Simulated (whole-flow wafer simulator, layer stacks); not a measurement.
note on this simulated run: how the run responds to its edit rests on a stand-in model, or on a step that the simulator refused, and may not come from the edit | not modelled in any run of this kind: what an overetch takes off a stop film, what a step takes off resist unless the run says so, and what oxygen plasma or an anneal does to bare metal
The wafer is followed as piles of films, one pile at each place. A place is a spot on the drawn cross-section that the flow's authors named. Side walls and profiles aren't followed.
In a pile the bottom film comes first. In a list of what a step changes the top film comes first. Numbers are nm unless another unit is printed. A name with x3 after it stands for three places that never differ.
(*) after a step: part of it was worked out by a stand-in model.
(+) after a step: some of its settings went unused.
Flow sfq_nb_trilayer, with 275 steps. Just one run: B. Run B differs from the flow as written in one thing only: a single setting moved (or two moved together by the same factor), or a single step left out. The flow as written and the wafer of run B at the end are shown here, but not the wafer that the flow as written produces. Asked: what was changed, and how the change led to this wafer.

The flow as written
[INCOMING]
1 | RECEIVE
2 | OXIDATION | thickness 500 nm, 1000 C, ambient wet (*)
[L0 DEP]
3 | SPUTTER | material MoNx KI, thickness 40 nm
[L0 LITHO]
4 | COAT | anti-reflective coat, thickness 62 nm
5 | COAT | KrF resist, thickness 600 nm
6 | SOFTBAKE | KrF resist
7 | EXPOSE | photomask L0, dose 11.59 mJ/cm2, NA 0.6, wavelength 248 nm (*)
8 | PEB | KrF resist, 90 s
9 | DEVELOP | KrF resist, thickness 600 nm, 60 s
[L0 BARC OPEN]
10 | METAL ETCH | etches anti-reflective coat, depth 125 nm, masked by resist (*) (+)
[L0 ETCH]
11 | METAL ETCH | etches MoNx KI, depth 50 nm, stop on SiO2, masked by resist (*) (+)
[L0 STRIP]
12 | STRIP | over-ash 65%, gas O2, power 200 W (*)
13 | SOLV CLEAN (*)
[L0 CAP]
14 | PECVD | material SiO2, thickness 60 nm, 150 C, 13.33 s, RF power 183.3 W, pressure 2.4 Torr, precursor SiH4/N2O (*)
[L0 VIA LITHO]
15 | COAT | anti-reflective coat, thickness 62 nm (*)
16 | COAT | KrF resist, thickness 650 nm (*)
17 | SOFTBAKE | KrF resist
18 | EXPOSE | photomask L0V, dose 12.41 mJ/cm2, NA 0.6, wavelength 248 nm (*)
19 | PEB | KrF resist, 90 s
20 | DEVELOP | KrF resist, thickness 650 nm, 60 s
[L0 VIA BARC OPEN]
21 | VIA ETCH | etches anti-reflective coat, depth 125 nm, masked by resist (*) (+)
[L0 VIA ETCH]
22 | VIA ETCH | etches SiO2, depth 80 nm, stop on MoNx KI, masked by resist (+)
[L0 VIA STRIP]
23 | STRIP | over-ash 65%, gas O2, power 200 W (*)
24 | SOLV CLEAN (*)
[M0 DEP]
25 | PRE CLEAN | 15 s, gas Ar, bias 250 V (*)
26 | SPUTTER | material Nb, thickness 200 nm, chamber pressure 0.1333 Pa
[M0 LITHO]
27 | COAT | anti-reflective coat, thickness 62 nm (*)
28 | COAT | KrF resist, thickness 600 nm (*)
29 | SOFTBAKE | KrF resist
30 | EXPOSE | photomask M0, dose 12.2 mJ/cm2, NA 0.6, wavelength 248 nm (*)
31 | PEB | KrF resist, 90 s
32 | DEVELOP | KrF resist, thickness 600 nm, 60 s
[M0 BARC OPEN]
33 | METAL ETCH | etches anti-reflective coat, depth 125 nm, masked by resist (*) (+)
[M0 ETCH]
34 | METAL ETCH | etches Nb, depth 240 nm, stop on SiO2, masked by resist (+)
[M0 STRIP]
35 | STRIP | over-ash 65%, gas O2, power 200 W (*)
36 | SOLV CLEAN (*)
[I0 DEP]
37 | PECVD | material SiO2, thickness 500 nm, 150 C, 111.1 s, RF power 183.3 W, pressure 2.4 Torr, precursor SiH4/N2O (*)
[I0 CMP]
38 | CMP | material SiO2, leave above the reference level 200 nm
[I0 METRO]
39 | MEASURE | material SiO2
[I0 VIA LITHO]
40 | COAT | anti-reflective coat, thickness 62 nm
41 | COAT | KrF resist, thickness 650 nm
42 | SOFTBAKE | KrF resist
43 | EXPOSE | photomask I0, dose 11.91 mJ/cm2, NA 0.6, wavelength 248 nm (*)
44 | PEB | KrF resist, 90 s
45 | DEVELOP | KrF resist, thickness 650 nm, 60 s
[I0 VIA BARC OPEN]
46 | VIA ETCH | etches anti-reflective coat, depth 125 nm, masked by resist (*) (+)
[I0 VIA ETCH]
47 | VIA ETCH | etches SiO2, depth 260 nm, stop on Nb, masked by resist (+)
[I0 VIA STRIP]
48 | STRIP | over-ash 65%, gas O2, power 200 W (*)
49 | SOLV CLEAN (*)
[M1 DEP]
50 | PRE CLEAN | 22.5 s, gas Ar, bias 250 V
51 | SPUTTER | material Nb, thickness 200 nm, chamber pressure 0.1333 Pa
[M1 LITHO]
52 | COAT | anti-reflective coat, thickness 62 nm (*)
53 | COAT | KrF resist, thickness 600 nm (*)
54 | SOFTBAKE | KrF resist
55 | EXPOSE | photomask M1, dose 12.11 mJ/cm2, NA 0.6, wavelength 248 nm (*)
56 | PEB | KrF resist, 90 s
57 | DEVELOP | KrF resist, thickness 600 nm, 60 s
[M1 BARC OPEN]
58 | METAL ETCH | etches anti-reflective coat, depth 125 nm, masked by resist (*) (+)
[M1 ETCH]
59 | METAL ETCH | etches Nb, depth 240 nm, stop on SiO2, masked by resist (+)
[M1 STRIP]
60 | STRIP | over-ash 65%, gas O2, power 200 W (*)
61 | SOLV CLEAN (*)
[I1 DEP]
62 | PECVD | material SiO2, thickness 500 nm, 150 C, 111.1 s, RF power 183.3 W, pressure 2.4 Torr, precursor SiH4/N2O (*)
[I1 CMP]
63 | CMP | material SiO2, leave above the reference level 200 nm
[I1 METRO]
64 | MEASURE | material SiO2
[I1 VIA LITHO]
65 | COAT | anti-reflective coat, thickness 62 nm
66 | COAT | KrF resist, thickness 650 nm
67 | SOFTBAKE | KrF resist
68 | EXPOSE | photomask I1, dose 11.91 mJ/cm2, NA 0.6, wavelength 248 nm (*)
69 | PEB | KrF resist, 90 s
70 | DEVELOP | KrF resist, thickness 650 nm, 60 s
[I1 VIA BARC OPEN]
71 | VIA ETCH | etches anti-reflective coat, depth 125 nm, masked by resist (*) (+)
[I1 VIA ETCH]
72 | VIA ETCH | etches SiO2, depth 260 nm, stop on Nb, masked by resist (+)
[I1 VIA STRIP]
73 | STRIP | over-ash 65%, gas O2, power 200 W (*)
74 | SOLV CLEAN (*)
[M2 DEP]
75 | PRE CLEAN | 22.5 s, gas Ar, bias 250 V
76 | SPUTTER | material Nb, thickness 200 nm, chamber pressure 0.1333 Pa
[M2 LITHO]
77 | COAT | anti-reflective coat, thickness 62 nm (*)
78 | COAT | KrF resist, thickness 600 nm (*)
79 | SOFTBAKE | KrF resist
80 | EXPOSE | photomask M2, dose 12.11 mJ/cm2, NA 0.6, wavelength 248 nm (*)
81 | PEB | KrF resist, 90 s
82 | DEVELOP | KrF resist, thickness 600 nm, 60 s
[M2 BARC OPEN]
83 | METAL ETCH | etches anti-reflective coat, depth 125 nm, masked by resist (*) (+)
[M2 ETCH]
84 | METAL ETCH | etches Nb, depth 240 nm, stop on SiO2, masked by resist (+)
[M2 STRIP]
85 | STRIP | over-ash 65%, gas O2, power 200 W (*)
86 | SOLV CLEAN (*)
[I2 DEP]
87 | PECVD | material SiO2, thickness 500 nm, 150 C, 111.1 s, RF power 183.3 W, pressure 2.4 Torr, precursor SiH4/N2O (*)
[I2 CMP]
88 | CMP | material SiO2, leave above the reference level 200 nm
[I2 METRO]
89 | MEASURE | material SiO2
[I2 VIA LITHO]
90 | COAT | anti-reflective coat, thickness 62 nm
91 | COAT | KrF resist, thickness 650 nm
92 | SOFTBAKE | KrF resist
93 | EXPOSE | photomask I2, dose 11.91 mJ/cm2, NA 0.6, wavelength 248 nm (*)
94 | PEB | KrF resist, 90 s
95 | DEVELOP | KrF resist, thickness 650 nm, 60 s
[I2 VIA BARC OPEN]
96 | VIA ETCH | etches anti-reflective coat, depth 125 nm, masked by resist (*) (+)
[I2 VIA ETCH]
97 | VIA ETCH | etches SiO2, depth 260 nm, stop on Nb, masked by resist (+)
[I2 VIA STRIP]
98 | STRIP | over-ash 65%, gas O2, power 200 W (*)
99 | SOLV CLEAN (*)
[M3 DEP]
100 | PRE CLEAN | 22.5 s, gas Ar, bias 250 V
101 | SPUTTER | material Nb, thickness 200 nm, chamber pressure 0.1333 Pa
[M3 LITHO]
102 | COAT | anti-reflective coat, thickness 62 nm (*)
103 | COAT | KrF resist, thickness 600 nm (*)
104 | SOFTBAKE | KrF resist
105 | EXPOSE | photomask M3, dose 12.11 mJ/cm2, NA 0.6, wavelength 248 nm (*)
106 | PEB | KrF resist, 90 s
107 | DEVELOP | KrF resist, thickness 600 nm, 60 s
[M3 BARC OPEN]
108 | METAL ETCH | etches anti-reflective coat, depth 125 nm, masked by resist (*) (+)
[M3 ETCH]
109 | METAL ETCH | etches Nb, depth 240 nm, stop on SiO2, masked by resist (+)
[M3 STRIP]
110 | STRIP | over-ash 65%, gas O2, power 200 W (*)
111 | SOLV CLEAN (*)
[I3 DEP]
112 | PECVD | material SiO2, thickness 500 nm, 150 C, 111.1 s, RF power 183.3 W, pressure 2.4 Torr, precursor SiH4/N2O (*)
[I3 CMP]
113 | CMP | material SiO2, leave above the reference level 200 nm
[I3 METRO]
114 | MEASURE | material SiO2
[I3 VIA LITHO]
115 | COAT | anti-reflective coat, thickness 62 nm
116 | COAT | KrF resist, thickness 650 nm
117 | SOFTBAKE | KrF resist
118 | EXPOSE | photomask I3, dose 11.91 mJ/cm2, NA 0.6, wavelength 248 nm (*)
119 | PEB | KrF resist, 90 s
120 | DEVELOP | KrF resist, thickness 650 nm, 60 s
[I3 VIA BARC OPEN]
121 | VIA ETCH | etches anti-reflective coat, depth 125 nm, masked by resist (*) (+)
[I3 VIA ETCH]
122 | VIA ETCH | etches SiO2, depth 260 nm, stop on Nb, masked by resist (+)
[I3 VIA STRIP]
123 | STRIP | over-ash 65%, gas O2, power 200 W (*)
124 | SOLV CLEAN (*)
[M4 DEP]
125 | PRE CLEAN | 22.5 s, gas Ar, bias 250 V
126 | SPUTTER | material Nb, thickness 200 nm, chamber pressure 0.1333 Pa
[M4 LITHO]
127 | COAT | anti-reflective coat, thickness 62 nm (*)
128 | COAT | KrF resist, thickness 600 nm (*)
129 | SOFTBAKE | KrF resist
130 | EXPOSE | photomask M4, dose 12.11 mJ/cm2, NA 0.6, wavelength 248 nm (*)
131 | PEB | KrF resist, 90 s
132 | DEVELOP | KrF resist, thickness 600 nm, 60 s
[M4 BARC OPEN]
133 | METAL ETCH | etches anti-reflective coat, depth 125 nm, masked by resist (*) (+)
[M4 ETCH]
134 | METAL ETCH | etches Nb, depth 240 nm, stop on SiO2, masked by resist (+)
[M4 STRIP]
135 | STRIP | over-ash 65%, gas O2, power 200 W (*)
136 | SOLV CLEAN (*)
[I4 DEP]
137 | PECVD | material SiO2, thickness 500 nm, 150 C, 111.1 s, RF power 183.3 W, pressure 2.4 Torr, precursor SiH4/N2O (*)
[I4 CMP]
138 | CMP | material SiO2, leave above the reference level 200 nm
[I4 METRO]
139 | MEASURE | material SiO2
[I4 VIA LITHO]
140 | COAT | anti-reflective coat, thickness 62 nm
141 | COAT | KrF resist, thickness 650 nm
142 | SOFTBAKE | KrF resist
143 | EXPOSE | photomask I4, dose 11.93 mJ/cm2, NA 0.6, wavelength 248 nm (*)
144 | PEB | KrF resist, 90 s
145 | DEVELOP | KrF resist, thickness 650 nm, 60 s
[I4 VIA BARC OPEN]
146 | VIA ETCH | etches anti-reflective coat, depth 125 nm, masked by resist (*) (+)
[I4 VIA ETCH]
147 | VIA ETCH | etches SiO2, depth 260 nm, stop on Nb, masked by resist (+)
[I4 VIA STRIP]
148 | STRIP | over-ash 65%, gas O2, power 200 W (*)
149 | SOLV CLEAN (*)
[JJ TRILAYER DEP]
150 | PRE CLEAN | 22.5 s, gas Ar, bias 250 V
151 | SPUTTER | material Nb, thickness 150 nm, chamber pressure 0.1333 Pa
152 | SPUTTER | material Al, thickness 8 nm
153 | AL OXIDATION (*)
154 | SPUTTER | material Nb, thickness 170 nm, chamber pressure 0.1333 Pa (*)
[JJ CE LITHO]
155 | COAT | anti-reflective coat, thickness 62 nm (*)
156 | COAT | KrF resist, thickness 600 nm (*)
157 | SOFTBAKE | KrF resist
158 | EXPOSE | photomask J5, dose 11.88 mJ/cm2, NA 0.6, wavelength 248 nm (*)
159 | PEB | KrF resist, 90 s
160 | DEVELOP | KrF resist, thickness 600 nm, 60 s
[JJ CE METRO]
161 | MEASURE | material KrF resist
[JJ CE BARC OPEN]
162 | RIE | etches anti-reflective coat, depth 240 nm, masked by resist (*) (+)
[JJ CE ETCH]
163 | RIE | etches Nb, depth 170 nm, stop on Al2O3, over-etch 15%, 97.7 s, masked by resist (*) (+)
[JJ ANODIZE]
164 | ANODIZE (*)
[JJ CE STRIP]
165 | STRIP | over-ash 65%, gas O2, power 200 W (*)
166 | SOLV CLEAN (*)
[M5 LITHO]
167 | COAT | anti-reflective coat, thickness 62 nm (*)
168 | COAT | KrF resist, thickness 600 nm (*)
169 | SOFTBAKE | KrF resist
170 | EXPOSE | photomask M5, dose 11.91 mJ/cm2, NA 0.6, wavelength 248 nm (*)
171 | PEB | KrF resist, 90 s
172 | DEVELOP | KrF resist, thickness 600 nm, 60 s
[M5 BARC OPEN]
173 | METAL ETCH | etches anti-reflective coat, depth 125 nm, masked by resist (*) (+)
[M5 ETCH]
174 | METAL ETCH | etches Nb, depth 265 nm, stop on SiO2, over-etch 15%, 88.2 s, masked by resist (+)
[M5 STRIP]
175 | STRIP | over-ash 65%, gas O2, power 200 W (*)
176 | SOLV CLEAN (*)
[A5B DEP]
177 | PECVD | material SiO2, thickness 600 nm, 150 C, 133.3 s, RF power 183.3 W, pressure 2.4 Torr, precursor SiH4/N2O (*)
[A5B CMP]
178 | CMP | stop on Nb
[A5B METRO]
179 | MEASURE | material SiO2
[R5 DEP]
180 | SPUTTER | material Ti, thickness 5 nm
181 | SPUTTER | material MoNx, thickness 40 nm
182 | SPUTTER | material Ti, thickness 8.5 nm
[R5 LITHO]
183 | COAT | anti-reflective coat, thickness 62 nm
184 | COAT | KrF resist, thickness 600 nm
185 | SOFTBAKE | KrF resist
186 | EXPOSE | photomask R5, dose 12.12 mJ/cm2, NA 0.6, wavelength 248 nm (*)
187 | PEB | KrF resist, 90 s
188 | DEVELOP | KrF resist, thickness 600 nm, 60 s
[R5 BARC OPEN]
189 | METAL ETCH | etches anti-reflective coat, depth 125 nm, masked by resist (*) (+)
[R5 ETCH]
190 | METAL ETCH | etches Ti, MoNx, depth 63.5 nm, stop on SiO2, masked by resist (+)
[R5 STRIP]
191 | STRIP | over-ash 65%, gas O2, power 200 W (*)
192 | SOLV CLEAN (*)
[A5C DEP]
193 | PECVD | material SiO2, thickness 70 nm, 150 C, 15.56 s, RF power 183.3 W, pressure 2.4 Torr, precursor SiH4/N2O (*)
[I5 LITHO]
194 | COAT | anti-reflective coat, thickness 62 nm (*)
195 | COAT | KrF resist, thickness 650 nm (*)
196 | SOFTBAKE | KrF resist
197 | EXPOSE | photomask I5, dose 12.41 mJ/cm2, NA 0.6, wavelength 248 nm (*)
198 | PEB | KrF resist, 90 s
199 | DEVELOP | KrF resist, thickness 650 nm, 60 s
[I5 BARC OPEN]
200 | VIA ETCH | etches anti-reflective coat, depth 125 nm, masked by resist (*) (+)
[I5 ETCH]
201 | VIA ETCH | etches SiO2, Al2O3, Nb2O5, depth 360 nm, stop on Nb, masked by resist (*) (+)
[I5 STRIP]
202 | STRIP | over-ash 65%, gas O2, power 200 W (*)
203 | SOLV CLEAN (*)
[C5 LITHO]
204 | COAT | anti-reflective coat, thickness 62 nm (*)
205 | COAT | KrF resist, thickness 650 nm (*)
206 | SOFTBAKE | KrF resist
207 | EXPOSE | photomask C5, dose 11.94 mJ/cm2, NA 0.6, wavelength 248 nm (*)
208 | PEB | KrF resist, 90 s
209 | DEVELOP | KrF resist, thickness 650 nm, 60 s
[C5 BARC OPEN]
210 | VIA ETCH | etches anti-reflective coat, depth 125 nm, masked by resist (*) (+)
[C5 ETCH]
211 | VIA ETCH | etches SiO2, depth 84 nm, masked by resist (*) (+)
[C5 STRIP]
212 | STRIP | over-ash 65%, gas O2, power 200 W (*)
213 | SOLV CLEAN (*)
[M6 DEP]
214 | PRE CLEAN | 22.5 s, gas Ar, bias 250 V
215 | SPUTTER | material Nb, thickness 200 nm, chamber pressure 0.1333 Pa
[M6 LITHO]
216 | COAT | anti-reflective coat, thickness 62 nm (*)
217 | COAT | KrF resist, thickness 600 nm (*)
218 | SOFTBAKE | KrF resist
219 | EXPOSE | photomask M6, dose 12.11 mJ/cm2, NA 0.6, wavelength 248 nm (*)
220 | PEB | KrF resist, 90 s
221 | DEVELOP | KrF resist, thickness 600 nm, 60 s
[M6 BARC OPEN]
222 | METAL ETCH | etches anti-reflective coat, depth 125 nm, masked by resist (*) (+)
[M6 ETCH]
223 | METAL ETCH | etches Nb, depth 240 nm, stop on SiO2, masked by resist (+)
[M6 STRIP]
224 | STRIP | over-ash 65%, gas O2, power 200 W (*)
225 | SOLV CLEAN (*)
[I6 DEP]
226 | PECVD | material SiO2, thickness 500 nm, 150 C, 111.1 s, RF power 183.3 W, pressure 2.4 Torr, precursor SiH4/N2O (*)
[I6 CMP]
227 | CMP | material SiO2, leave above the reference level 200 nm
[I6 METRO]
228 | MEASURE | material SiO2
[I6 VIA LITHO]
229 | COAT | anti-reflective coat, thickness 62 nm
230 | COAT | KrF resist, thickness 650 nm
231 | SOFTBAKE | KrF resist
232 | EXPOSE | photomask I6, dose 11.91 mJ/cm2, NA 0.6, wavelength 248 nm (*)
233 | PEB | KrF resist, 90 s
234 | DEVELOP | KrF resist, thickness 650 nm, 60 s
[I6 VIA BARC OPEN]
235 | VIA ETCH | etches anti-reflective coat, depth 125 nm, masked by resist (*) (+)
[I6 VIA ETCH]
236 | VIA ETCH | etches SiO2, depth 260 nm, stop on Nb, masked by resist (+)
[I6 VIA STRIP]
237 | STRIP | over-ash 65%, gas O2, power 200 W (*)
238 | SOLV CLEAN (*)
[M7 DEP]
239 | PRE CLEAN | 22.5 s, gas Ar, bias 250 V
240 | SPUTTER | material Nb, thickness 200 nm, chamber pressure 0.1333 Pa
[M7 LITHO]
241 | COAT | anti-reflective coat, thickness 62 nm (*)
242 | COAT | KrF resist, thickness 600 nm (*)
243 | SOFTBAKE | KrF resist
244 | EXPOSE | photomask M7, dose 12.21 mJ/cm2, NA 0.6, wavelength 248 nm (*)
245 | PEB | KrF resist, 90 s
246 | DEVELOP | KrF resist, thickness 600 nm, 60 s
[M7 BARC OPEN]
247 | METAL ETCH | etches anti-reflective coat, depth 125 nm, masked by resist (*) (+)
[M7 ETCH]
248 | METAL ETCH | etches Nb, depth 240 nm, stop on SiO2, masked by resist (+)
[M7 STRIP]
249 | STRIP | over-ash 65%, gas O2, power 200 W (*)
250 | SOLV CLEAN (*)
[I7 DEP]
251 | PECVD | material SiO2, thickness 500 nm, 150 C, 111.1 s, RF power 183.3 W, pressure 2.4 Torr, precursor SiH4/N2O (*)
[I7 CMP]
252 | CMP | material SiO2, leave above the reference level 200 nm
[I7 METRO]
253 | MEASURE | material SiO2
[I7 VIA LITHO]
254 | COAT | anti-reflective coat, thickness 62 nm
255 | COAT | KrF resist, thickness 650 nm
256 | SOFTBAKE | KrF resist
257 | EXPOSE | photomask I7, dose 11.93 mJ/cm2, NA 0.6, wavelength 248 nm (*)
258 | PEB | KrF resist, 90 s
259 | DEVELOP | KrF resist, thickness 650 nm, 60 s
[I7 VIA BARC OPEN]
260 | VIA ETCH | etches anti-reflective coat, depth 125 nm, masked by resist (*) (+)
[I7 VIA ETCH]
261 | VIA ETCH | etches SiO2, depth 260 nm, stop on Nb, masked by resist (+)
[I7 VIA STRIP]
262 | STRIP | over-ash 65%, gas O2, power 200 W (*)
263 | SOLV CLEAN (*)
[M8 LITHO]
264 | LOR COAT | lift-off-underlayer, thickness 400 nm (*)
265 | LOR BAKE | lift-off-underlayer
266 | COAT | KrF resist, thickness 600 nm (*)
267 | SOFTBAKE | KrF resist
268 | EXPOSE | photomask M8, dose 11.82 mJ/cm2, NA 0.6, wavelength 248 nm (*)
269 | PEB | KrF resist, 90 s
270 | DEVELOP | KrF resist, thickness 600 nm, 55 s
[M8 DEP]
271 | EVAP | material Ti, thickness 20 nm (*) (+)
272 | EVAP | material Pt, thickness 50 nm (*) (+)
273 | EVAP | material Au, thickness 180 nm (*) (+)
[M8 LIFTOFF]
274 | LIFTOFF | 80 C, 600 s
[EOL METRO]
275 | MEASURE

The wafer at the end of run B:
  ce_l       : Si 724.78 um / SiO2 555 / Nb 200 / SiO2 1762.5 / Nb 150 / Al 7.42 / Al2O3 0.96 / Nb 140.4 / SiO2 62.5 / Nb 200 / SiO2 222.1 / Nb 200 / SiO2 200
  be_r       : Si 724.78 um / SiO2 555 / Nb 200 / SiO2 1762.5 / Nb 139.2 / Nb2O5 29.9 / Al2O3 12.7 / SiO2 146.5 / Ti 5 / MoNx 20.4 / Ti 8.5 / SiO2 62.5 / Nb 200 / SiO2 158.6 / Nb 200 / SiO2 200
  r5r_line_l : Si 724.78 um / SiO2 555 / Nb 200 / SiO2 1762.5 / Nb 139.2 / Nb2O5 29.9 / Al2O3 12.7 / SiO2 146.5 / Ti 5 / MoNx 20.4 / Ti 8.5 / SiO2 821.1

The reason: step 181, SPUTTER: thickness 20.4 nm was run, whereas the flow has thickness 40 nm.
The wafer lets one read it off: be_r has MoNx 20.4, and step 181 as written asks for 40 nm.

How this came from the change, step by step:
  181 | SPUTTER | material MoNx, thickness 40 nm
      field_l, v_sur, via_wl and 103 more: +20.4 MoNx (new film) (as written it would have been: +40 MoNx (new film))
  190 | METAL ETCH | etches Ti, MoNx, depth 63.5 nm, stop on SiO2, masked by resist (+)
      field_l, v_sur, via_wl and 92 more: -8.5 Ti (all of it), -20.4 MoNx (all of it), -5 Ti (all of it) (as written it would have been: -8.5 Ti (all of it), -40 MoNx (all of it), -5 Ti (all of it))
      ce_l, c5j, ce_r, wl_jj: -8.5 Ti (all of it), -20.4 MoNx (all of it), -5 Ti (all of it), -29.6 Nb (as written it would have been: -8.5 Ti (all of it), -40 MoNx (all of it), -5 Ti (all of it), -10 Nb)
  194 | COAT | anti-reflective coat, thickness 62 nm (*)
      wl_j_sl, wl_j_sr: +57 anti-reflective coat (new film) (as written it would have been: +60.2 anti-reflective coat (new film))
      r5r_spacepad_l, r5r_spacepad_r: +76 anti-reflective coat (new film) (as written it would have been: +84.4 anti-reflective coat (new film))
      (as well as at 15 more places)
  202 | STRIP | over-ash 65%, gas O2, power 200 W (*)
      wl_j_sl, wl_j_sr: -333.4 KrF resist (all of it), -57 anti-reflective coat (all of it) (as written it would have been: -333.3 KrF resist (all of it), -60.2 anti-reflective coat (all of it))
      r5r_spacepad_l, r5r_spacepad_r: -334.9 KrF resist (all of it), -76 anti-reflective coat (all of it) (as written it would have been: -335.6 KrF resist (all of it), -84.4 anti-reflective coat (all of it))
      (as well as at 15 more places)
  204 | COAT | anti-reflective coat, thickness 62 nm (*)
      wl_j_sl, wl_j_sr: +57 anti-reflective coat (new film) (as written it would have been: +60.2 anti-reflective coat (new film))
      r5r_spacepad_l, r5r_spacepad_r: +76 anti-reflective coat (new film) (as written it would have been: +84.4 anti-reflective coat (new film))
      (as well as at 15 more places)
  210 | VIA ETCH | etches anti-reflective coat, depth 125 nm, masked by resist (*) (+)
      field_l, v_sur, via_wl and 101 more: -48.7 KrF resist (as written it would have been: -47.4 KrF resist)
      c5j: -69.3 anti-reflective coat (all of it), -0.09 SiO2 (as written it would have been: -63.9 anti-reflective coat (all of it), -0.11 SiO2)
      (as well as at 1 more place)
  212 | STRIP | over-ash 65%, gas O2, power 200 W (*)
      wl_j_sl, wl_j_sr: -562 KrF resist (all of it), -57 anti-reflective coat (all of it) (as written it would have been: -563.4 KrF resist (all of it), -60.2 anti-reflective coat (all of it))
      r5r_spacepad_l, r5r_spacepad_r: -563.5 KrF resist (all of it), -76 anti-reflective coat (all of it) (as written it would have been: -565.8 KrF resist (all of it), -84.4 anti-reflective coat (all of it))
      (as well as at 13 more places)
  216 | COAT | anti-reflective coat, thickness 62 nm (*)
      r5r_line_l, r5r_line_c, r5r_line_r: +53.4 anti-reflective coat (new film) (as written it would have been: +50 anti-reflective coat (new film))
      wl_j_sl, wl_j_sr: +57.1 anti-reflective coat (new film) (as written it would have been: +60.2 anti-reflective coat (new film))
      (as well as at 14 more places)
  222 | METAL ETCH | etches anti-reflective coat, depth 125 nm, masked by resist (*) (+)
      r5r_line_l, r5r_line_c, r5r_line_r: -53.4 anti-reflective coat (all of it) (as written it would have been: -50 anti-reflective coat (all of it))
      r5r_spacepad_l, r5r_spacepad_r: -76.4 anti-reflective coat (all of it) (as written it would have been: -85.7 anti-reflective coat (all of it))
      (as well as at 2 more places)
  224 | STRIP | over-ash 65%, gas O2, power 200 W (*)
      wl_j_sl, wl_j_sr: -382.4 KrF resist (all of it), -57.1 anti-reflective coat (all of it) (as written it would have been: -382.5 KrF resist (all of it), -60.2 anti-reflective coat (all of it))
      jj_sur: -377.3 KrF resist (all of it), -52.7 anti-reflective coat (all of it) (as written it would have been: -378.5 KrF resist (all of it), -56.1 anti-reflective coat (all of it))
      (as well as at 9 more places)
  226 | PECVD | material SiO2, thickness 500 nm, 150 C, 111.1 s, RF power 183.3 W, pressure 2.4 Torr, precursor SiH4/N2O (*)
      r5r_spacepad_l, r5r_spacepad_r: +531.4 SiO2 (as written it would have been: +553.5 SiO2)
  227 | CMP | material SiO2, leave above the reference level 200 nm
      ce_l, ce_r, wl_jj: -270.4 SiO2 (as written it would have been: -290 SiO2)
      be_r, r_sur, r_end: -333.9 SiO2 (as written it would have been: -353.5 SiO2)
      (as well as at 7 more places)
